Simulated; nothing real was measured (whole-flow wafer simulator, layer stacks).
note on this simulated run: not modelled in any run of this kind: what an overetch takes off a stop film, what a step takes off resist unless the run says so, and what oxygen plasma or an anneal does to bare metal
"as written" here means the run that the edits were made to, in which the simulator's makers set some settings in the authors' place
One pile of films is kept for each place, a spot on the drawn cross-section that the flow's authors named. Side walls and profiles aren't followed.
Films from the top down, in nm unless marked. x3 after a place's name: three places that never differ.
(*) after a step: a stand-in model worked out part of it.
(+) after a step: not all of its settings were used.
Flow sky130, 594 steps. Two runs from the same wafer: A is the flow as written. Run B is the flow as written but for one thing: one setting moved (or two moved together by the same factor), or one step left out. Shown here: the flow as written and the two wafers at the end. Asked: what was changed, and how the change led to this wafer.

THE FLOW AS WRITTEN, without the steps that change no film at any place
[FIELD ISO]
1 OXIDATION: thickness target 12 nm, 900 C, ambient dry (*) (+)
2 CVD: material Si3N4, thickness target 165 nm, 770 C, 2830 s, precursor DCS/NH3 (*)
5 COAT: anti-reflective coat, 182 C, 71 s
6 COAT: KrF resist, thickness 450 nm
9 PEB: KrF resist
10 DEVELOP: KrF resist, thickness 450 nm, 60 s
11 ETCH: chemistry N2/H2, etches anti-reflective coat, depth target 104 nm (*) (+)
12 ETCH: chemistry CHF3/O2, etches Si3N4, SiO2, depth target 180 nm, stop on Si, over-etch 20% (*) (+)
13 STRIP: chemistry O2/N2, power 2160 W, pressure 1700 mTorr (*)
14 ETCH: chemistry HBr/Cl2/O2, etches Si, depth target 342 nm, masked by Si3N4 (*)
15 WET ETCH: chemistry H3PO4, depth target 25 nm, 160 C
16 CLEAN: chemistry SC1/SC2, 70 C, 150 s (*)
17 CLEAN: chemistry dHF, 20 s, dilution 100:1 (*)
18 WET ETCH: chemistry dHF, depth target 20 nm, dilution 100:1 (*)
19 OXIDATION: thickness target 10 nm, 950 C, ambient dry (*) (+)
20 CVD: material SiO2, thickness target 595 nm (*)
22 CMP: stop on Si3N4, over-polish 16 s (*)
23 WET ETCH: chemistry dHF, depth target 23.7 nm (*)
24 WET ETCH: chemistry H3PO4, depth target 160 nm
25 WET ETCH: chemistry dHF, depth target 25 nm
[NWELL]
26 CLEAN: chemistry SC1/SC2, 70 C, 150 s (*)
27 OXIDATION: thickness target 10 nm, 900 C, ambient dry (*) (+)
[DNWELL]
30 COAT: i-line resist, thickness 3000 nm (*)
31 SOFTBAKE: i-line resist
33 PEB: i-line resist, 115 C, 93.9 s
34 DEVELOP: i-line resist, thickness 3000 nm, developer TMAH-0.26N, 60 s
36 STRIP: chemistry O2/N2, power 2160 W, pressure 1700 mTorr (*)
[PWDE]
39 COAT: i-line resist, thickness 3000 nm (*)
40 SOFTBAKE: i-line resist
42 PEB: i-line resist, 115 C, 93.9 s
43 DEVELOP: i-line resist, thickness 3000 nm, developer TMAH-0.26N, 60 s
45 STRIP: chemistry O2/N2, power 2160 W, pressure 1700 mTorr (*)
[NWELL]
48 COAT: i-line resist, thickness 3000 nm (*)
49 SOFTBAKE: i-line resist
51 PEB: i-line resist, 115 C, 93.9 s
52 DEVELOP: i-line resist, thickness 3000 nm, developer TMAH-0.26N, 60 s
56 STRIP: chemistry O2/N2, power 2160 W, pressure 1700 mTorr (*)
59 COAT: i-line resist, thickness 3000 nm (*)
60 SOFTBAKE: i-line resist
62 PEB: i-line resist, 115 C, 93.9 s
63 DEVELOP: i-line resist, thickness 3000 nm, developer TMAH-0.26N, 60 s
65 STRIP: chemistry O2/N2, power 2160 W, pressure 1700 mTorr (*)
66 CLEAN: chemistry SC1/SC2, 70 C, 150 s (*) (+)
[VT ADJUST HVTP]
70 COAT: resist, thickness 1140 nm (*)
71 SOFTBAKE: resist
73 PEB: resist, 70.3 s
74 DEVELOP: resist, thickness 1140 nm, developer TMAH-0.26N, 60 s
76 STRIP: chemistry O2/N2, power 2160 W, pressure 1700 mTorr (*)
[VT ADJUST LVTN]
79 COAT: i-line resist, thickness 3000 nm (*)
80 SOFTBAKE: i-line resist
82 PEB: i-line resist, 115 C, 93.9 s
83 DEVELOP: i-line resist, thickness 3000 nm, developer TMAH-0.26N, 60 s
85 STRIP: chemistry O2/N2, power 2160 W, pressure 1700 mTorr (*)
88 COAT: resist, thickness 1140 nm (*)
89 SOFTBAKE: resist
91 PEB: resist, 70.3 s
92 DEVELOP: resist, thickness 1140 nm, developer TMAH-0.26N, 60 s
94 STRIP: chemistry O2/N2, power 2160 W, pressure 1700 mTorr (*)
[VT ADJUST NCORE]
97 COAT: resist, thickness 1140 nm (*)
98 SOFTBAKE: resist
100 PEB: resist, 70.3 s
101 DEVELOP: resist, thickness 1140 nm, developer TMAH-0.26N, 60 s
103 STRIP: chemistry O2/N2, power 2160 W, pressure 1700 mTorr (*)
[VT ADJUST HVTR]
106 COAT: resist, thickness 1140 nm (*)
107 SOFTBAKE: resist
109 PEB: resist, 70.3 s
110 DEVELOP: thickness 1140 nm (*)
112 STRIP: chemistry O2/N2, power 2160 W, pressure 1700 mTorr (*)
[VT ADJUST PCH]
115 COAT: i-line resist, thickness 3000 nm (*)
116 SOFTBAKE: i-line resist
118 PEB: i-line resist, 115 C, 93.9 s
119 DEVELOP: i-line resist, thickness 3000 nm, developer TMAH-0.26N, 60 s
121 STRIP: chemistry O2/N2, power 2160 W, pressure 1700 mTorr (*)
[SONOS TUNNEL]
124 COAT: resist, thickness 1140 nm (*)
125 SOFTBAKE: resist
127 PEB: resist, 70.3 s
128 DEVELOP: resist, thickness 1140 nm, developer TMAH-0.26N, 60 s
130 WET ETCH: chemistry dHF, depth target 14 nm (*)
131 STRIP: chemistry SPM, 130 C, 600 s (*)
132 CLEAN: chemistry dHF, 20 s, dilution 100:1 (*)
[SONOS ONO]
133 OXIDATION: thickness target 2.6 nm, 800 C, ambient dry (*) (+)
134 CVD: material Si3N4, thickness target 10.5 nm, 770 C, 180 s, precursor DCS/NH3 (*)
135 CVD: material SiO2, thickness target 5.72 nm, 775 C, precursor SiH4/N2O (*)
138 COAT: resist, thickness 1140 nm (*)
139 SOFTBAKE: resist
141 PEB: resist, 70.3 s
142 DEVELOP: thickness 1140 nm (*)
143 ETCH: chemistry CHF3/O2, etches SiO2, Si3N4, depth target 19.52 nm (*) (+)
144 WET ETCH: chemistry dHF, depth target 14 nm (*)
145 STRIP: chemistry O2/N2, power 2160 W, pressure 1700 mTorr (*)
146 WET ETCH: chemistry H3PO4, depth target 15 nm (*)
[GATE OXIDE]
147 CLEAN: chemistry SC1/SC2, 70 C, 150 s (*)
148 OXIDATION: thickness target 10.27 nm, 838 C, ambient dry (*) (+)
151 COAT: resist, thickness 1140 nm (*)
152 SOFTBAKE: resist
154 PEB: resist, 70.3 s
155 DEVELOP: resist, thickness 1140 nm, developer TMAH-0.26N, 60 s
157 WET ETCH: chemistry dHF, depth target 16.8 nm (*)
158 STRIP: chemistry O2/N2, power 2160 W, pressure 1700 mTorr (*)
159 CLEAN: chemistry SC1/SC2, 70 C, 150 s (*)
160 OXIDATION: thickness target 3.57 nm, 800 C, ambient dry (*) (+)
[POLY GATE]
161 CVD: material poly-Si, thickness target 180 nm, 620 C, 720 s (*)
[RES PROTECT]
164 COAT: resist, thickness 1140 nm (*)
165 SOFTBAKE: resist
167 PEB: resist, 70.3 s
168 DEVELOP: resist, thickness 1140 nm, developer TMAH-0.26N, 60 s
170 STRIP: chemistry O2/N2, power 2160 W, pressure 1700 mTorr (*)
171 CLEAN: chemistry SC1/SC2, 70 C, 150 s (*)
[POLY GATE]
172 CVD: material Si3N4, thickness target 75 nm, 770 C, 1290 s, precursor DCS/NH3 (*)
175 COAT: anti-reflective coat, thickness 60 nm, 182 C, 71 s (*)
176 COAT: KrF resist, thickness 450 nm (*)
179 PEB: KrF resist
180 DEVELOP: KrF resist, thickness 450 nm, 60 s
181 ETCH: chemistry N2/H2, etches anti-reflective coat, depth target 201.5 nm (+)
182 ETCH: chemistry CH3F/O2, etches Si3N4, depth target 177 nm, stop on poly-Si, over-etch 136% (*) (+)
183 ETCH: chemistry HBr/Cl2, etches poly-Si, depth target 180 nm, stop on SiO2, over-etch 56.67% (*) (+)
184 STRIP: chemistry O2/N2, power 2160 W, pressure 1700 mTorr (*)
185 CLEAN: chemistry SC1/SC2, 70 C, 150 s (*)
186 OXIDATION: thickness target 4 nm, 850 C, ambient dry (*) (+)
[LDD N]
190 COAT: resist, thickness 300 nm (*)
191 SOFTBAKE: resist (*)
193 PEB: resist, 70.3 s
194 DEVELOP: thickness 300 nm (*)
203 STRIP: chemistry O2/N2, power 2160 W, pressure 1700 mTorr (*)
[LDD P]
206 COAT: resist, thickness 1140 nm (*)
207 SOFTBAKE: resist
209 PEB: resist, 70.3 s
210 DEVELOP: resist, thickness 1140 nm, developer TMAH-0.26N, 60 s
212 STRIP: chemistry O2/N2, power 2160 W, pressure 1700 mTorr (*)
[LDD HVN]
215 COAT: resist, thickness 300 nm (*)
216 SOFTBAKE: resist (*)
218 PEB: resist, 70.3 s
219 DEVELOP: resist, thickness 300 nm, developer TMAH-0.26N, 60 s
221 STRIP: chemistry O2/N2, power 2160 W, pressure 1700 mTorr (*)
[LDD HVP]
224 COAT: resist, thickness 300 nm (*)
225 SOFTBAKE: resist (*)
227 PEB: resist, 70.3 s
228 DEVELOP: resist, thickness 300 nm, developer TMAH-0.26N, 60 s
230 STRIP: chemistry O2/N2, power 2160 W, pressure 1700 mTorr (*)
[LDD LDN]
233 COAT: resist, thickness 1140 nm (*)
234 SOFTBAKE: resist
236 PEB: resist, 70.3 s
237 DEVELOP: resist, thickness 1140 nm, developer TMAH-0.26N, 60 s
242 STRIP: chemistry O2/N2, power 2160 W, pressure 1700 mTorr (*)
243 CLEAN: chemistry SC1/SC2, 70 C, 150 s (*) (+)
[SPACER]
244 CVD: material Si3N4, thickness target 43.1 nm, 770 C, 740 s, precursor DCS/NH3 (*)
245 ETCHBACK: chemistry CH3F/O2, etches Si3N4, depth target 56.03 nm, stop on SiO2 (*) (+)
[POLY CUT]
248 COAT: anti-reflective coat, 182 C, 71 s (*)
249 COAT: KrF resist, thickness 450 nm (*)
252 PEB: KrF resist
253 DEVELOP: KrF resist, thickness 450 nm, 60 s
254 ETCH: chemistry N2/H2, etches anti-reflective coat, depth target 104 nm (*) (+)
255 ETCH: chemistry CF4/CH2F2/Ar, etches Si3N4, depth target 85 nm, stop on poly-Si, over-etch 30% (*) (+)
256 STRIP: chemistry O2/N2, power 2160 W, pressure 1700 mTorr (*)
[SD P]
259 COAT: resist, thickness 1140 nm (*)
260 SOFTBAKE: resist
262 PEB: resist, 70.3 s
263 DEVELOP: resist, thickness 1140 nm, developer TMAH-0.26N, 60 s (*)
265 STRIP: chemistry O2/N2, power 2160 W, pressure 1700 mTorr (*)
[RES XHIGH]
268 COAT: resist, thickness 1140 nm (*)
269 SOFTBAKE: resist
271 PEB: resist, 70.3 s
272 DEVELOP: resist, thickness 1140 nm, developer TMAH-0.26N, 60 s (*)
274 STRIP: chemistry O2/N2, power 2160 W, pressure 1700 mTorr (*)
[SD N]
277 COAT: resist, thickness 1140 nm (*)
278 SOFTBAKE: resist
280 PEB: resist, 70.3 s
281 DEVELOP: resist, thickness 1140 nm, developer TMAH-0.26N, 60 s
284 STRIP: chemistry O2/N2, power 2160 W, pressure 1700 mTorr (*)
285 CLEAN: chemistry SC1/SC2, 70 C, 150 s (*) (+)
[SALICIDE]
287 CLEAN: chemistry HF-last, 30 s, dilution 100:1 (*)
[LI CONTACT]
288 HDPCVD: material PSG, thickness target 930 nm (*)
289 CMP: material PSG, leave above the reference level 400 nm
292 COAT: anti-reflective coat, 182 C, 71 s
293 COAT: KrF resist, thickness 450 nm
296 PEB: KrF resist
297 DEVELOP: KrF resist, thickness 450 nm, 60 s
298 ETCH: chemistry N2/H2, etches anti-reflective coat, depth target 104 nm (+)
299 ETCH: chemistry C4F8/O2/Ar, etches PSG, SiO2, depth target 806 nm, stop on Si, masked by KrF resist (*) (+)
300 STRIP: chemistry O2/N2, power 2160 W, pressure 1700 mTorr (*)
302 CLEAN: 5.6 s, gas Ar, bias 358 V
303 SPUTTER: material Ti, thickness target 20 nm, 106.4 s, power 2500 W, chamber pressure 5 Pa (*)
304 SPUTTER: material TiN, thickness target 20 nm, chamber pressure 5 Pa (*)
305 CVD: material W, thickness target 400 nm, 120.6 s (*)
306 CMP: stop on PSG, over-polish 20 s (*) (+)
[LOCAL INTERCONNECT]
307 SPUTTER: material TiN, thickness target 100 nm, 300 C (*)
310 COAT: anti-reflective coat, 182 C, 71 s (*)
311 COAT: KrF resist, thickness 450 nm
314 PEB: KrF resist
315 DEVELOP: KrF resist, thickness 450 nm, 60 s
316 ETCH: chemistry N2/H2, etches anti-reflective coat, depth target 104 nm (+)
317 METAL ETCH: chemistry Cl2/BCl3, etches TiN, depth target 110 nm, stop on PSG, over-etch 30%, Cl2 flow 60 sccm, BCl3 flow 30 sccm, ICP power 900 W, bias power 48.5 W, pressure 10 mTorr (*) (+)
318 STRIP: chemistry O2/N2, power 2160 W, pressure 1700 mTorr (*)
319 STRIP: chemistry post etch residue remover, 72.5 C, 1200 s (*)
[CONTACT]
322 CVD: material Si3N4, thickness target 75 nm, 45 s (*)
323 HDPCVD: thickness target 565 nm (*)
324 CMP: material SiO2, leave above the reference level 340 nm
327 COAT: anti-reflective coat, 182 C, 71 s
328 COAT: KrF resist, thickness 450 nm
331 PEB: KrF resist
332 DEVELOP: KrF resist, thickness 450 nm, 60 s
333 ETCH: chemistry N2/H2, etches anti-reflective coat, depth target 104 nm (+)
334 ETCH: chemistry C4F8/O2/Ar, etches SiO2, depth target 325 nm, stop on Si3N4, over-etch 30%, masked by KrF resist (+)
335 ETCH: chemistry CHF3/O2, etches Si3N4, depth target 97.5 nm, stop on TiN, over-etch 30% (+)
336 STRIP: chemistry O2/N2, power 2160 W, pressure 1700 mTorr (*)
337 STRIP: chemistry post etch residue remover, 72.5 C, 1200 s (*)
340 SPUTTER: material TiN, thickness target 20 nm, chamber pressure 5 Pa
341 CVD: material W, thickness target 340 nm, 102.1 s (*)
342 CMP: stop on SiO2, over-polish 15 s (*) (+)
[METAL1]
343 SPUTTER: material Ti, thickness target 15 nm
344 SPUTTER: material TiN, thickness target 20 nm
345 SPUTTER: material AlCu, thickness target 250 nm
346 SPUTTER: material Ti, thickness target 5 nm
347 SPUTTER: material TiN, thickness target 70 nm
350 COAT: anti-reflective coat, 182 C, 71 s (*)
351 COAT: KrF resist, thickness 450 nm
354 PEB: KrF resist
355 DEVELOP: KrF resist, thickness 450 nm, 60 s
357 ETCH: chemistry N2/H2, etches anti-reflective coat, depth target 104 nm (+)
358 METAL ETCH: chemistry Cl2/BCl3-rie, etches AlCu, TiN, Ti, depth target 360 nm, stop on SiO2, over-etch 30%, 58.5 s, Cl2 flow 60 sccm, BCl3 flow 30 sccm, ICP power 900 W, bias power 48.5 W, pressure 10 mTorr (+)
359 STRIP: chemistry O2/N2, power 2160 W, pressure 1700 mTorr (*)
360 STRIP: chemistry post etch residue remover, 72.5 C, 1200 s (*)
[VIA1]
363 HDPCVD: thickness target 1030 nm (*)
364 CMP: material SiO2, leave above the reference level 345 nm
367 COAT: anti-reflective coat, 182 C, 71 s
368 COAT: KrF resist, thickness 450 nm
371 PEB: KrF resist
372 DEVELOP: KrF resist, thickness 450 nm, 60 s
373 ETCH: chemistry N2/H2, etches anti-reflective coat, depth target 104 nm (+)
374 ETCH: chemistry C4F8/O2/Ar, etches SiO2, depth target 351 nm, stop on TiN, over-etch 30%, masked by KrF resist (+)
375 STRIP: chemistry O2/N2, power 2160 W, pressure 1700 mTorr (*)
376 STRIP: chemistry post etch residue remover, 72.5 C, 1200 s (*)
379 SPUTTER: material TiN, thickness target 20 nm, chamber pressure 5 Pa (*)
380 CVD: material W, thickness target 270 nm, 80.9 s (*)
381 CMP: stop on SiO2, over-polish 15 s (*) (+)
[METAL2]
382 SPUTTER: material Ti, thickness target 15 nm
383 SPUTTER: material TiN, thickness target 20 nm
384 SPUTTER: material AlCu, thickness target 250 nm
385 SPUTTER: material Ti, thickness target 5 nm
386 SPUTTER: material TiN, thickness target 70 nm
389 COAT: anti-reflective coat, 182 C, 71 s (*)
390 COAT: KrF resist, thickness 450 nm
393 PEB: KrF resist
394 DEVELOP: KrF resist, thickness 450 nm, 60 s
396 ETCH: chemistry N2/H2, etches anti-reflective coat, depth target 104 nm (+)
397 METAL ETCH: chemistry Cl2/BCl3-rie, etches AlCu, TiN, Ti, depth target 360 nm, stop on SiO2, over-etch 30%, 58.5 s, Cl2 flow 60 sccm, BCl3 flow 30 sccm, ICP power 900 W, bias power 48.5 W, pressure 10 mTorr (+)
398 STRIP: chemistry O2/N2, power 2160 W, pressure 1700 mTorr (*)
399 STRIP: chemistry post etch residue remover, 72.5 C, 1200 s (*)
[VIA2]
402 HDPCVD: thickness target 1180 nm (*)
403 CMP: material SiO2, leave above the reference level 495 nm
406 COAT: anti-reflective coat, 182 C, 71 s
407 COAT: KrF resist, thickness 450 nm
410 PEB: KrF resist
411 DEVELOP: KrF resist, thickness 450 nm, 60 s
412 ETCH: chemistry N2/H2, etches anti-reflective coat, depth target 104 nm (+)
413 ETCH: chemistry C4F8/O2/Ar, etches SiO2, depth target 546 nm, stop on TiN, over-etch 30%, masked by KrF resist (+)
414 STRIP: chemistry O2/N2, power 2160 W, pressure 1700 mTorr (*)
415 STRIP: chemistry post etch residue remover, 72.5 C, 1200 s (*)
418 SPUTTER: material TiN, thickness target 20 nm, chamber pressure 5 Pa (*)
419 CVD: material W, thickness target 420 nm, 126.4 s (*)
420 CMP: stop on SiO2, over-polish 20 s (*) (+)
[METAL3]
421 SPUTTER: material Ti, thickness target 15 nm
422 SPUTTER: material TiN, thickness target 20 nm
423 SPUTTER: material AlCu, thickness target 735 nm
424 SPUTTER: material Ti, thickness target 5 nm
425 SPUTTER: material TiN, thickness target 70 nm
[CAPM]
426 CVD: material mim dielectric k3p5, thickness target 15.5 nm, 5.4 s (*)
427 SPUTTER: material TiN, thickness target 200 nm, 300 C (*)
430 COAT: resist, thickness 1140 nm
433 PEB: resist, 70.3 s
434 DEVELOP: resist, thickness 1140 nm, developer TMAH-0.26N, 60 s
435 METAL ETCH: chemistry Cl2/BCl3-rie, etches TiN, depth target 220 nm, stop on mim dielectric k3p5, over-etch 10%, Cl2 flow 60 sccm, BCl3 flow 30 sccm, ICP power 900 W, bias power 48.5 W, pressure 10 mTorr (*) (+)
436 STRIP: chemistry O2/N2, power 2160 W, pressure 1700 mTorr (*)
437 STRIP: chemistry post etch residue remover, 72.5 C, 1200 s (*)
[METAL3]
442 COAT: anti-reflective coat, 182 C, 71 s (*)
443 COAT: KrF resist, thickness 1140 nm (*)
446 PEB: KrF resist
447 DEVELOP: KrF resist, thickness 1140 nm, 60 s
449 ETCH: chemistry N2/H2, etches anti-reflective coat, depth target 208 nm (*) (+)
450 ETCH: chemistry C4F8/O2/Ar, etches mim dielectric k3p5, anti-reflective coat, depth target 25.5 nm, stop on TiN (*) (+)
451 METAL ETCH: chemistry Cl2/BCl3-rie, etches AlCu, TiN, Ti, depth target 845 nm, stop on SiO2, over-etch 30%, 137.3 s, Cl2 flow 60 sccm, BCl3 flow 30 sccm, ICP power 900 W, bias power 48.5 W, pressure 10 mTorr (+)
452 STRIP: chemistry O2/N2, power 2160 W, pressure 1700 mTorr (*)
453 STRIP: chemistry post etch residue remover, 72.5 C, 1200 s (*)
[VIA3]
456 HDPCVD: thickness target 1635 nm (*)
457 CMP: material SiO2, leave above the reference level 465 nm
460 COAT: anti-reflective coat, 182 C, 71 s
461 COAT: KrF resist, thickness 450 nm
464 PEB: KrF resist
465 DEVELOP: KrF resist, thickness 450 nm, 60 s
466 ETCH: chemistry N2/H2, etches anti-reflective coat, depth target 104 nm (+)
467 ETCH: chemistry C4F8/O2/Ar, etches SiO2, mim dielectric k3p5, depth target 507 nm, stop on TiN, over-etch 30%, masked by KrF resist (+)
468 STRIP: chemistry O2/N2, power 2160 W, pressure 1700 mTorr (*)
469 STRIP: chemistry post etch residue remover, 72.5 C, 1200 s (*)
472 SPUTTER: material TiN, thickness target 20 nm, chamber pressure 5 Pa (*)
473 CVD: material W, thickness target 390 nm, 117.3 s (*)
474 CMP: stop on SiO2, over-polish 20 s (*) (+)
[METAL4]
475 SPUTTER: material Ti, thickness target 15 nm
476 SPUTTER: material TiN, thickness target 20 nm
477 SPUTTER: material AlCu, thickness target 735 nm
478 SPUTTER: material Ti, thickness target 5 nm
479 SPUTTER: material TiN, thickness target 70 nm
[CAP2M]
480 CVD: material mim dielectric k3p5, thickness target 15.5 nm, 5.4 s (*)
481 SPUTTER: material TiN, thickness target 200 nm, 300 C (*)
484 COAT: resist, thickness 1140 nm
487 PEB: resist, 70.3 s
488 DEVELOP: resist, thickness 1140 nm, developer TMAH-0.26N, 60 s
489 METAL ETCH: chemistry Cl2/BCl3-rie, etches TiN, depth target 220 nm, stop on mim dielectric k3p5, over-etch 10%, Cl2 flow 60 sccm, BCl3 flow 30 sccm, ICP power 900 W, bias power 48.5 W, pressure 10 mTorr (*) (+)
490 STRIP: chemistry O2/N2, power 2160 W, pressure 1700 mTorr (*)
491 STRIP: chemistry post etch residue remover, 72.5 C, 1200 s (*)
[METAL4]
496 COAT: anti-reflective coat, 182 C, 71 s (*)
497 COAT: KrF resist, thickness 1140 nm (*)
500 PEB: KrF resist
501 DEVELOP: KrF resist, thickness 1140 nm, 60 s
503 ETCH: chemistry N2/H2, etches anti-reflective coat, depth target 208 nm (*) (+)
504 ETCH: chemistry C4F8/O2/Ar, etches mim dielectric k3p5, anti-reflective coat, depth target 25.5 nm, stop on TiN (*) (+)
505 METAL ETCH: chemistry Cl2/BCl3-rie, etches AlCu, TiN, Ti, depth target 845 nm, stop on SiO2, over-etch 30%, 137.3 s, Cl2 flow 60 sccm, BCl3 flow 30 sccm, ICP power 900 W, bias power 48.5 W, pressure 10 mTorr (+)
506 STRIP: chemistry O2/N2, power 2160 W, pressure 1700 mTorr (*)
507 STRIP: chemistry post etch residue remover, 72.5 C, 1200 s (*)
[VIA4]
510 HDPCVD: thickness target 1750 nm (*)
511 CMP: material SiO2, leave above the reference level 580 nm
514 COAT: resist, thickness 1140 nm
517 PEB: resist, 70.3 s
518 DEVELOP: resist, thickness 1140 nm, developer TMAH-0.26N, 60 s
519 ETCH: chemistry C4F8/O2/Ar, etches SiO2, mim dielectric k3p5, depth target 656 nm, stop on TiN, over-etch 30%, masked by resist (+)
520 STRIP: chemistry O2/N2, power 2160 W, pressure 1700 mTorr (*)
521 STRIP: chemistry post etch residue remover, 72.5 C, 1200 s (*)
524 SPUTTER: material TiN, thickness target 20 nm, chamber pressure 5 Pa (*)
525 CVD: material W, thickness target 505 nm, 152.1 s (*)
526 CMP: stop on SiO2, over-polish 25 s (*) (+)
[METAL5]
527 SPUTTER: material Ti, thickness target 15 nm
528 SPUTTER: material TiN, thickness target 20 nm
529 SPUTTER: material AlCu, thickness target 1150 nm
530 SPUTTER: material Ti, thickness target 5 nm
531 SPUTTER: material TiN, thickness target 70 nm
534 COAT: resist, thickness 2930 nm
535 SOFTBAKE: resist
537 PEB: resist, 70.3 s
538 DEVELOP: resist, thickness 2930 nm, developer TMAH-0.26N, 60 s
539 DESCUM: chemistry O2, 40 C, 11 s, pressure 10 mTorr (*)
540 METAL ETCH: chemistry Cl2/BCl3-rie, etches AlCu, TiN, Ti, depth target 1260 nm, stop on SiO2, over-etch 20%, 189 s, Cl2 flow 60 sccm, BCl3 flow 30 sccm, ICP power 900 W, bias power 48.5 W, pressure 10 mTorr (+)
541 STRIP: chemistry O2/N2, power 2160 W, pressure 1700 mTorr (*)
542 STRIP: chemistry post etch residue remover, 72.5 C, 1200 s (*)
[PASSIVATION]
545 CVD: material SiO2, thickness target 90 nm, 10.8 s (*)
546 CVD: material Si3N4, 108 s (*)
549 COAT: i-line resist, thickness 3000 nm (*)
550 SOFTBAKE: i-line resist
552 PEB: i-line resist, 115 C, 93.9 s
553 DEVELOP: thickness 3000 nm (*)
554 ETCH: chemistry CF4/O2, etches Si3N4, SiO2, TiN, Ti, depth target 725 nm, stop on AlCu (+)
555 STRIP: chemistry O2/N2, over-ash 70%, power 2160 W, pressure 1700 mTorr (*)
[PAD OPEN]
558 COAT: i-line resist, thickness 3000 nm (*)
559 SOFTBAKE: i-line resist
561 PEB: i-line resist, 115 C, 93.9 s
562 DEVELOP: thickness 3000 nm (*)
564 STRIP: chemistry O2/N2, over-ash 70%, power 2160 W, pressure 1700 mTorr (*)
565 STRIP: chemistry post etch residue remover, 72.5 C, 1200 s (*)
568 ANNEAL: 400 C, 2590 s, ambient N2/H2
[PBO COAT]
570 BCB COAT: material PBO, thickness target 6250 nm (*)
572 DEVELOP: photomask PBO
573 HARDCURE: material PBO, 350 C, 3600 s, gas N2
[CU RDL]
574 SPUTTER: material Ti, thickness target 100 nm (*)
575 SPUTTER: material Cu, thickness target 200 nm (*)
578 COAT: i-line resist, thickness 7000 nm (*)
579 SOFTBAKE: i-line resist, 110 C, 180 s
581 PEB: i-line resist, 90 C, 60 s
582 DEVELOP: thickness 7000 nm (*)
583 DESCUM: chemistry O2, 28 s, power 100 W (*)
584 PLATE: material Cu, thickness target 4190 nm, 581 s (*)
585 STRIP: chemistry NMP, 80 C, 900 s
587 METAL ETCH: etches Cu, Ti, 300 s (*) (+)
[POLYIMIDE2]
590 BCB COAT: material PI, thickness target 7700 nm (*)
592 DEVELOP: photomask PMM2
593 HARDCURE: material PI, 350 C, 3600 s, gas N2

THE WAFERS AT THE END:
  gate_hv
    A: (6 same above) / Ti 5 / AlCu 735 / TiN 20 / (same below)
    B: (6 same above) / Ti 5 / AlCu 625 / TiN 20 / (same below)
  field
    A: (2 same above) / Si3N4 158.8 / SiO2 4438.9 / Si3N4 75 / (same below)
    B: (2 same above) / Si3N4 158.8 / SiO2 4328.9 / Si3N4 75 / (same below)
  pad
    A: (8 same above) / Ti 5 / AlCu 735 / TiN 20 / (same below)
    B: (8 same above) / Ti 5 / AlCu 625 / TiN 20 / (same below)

The cause: step 477, SPUTTER: thickness target 625 nm was run, where the flow has thickness target 735 nm.
It can be read off the wafer: gate_hv has AlCu 625, and step 477 as written asks for 735 nm.

How the change led to this, step by step:
  477 SPUTTER: material AlCu, thickness target 735 nm
      field, active, n_well and 189 more: A AlCu +735 (new film) | B AlCu +625 (new film)
  505 METAL ETCH: chemistry Cl2/BCl3-rie, etches AlCu, TiN, Ti, depth target 845 nm, stop on SiO2, over-etch 30%, 137.3 s, Cl2 flow 60 sccm, BCl3 flow 30 sccm, ICP power 900 W, bias power 48.5 W, pressure 10 mTorr (+)
      field, gate, spacer and 68 more: A TiN -70 (all of it), Ti -5 (all of it), AlCu -735 (all of it), TiN -20 (all of it), Ti -15 (all of it), SiO2 -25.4 | B TiN -70 (all of it), Ti -5 (all of it), AlCu -625 (all of it), TiN -20 (all of it), Ti -15 (all of it), SiO2 -36.4
      active, vpp_iso1, mim_edge_plate and 14 more: A TiN -70 (all of it), Ti -5 (all of it), AlCu -735 (all of it), TiN -20 (all of it), Ti -15 (all of it), SiO2 -25.3 | B TiN -70 (all of it), Ti -5 (all of it), AlCu -625 (all of it), TiN -20 (all of it), Ti -15 (all of it), SiO2 -36.3
  511 CMP: material SiO2, leave above the reference level 580 nm
      field, active, gate and 77 more: A SiO2 -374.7 | B SiO2 -473.7
      iso_guard__w1, mim_edge_gap, vpp_l1ln, vpp_m3ln, rpm_encl, via2_enc, rpm_encl_psd, iso_guard_nsd_tip: A SiO2 -374.6 | B SiO2 -473.6
